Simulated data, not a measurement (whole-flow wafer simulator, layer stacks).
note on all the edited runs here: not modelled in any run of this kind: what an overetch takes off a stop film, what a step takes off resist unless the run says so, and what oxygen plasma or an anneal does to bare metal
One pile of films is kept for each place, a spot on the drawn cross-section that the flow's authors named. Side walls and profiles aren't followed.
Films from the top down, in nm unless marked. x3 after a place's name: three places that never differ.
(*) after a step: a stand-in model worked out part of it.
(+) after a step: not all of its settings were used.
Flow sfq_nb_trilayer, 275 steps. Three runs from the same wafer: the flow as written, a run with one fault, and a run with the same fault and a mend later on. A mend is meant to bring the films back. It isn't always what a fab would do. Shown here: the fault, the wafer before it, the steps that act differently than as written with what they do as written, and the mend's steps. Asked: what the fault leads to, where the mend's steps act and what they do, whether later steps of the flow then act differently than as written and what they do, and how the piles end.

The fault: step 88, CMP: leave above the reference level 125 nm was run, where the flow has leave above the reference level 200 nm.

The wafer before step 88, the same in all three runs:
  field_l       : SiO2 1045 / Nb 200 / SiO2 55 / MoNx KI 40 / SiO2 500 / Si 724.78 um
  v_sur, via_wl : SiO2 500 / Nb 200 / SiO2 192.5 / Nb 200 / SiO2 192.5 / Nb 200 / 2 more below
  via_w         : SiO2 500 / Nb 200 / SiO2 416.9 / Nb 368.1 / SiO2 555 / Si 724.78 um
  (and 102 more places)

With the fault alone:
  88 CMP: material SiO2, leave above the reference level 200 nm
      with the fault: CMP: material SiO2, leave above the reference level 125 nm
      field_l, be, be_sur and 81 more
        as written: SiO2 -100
        with the fault: SiO2 -175
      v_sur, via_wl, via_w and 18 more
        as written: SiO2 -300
        with the fault: SiO2 -375
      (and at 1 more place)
  Later steps of the flow that act differently than as written (3 more steps differ only slightly, by at most 2% or 0.5 nm, whichever is larger, and aren't shown):
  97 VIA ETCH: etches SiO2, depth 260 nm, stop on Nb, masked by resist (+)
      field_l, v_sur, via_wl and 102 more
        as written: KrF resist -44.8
        with the fault: KrF resist -32.3
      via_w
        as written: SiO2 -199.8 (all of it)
        with the fault: SiO2 -124.8 (all of it)
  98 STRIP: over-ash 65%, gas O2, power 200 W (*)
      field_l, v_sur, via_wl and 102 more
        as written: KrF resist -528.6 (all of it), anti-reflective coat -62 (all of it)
        with the fault: KrF resist -541.1 (all of it), anti-reflective coat -62 (all of it)
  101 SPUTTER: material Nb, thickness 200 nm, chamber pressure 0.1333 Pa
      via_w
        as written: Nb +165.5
        with the fault: Nb +182.1
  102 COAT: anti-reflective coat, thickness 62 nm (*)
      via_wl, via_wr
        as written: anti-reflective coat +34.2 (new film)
        with the fault: anti-reflective coat +37 (new film)
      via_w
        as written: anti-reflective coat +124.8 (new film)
        with the fault: anti-reflective coat +107.6 (new film)
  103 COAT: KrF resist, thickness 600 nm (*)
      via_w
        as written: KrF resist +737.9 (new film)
        with the fault: KrF resist +675.8 (new film)
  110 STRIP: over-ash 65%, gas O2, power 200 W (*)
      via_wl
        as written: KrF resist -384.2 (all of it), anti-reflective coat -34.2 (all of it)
        with the fault: KrF resist -390.9 (all of it), anti-reflective coat -37 (all of it)
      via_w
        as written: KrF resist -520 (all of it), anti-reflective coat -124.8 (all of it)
        with the fault: KrF resist -458 (all of it), anti-reflective coat -107.6 (all of it)
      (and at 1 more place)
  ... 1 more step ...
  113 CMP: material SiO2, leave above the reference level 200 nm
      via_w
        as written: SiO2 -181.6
        with the fault: SiO2 -158.2
  At the end the piles differ from the flow's by more than 2% or 0.5 nm, whichever is larger, at field_l, v_sur, via_wl and 103 more.
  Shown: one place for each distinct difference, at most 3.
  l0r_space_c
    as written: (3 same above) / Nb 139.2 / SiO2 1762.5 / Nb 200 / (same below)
    with the fault: (3 same above) / Nb 139.2 / SiO2 1687.5 / Nb 200 / (same below)
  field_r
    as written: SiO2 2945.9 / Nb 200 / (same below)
    with the fault: SiO2 2870.9 / Nb 200 / (same below)
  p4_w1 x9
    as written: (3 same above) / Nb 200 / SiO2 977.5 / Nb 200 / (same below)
    with the fault: (3 same above) / Nb 200 / SiO2 902.5 / Nb 200 / (same below)

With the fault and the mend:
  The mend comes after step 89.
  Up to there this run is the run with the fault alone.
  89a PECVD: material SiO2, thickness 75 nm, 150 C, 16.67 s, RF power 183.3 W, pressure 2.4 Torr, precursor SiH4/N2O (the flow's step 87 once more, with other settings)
      field_l, v_sur, via_wl and 103 more
        SiO2 +75
  No later step of the flow acts differently than as written, at any place that is followed, by more than 2% or 0.5 nm, whichever is larger.
  At the end the piles are the same as the flow's at every place that both follow.
